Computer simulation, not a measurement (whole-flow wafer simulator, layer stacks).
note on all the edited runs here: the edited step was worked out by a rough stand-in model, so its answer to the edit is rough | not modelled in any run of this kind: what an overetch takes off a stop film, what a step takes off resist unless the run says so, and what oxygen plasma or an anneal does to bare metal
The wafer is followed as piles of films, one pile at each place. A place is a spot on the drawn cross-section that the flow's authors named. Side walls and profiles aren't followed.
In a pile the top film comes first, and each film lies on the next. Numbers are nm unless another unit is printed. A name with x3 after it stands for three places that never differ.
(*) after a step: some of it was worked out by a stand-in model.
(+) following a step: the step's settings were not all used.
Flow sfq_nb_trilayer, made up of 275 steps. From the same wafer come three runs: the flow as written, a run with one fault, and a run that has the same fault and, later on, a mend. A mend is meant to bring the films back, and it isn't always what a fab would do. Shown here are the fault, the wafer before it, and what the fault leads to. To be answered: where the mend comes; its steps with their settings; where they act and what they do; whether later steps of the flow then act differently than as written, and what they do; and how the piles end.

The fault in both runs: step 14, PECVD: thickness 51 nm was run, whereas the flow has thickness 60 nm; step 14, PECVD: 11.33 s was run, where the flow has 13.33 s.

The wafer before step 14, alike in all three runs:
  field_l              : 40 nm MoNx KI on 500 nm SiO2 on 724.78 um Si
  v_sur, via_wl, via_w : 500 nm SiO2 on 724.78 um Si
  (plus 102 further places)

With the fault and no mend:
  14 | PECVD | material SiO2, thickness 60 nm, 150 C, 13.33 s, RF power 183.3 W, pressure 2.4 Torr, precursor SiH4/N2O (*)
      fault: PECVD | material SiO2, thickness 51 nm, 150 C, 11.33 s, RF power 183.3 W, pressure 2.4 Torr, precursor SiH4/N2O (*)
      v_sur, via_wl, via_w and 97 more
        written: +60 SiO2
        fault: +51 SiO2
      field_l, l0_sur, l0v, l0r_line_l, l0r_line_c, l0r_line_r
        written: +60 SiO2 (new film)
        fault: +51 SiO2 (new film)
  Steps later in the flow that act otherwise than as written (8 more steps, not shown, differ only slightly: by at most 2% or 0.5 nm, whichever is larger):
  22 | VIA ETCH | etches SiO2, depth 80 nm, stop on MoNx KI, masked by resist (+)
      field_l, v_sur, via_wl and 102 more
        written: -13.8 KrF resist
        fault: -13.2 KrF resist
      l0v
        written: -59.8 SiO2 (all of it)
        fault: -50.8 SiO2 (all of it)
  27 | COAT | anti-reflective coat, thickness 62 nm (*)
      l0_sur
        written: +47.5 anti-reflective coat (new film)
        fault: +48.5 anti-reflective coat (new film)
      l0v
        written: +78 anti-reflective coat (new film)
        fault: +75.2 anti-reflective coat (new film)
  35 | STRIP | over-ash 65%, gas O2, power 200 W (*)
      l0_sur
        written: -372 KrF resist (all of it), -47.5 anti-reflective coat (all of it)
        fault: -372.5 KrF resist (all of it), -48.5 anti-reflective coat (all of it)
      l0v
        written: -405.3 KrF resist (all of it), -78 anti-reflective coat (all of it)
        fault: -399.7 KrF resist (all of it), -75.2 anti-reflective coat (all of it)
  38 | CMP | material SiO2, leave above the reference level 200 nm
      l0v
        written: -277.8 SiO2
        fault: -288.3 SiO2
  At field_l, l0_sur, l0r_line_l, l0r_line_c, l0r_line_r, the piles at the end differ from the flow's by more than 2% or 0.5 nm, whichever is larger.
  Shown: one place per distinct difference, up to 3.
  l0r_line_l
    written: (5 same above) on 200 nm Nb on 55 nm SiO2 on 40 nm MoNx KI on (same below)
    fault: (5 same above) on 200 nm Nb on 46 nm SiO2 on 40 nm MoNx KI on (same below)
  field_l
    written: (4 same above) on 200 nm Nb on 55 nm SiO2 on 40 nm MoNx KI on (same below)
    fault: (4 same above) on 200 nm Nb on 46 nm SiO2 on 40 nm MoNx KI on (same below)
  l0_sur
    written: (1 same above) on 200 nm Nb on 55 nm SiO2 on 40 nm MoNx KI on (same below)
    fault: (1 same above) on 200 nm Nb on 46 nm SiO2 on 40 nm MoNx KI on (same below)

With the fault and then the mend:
  The mend stands after step 14.
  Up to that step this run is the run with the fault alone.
  14a | PECVD | material SiO2, thickness 9 nm, 150 C, 2 s, RF power 183.3 W, pressure 2.4 Torr, precursor SiH4/N2O (the flow's step 14 again, with other settings)
      field_l, v_sur, via_wl and 103 more
        +9 SiO2
  Later steps of the flow that are run all act as written at every place that is followed, up to a difference of at most 2% or 0.5 nm, whichever is larger.
  At every place that both follow, the piles at the end match the flow's.
